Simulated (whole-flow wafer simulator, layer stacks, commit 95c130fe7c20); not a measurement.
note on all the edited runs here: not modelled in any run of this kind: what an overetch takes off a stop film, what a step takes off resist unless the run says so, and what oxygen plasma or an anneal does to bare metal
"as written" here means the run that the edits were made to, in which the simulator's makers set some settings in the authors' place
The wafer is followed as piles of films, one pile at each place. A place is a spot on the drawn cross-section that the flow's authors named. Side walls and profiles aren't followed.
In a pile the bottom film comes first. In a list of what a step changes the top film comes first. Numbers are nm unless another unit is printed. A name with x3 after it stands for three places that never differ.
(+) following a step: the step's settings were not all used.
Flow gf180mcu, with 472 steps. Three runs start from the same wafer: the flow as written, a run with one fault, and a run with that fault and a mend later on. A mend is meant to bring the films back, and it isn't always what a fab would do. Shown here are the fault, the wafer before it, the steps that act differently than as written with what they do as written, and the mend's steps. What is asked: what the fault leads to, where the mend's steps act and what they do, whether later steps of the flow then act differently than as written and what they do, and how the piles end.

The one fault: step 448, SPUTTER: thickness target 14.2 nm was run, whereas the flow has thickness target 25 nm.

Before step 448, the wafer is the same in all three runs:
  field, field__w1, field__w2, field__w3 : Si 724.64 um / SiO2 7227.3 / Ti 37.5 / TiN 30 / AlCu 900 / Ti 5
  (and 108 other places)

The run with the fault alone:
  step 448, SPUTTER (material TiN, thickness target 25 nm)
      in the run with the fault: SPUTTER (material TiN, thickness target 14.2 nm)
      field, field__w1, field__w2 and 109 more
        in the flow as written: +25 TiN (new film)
        in the run with the fault: +14.2 TiN (new film)
  Later steps of the flow acting differently than as written (5 other steps are not shown; they differ only slightly, by no more than 2% or 0.5 nm, whichever is larger):
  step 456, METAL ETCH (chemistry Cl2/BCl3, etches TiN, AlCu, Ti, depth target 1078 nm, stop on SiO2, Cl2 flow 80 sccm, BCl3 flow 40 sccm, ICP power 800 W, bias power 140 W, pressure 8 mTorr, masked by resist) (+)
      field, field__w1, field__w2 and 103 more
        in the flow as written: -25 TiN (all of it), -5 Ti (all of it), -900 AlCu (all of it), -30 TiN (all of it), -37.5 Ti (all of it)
        in the run with the fault: -14.2 TiN (all of it), -5 Ti (all of it), -900 AlCu (all of it), -30 TiN (all of it), -37.5 Ti (all of it)
  At field__w8, contact, m1, m1__w1, pad, m1_nw, the piles at the end differ from the flow's by more than 2% or 0.5 nm, whichever is larger.
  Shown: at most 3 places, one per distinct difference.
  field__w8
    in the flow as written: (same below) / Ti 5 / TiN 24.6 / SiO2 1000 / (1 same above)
    in the run with the fault: (same below) / Ti 5 / TiN 13.8 / SiO2 1000 / (1 same above)
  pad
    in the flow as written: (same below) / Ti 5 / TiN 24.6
    in the run with the fault: (same below) / Ti 5 / TiN 13.8

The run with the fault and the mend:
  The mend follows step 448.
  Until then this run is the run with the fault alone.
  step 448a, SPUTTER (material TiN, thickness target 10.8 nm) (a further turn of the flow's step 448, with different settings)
      field, field__w1, field__w2 and 109 more
        +10.8 TiN
  Later steps of the flow that are run all act as written at every place that is followed.
  By the end, the piles equal the flow's at every place that both follow.
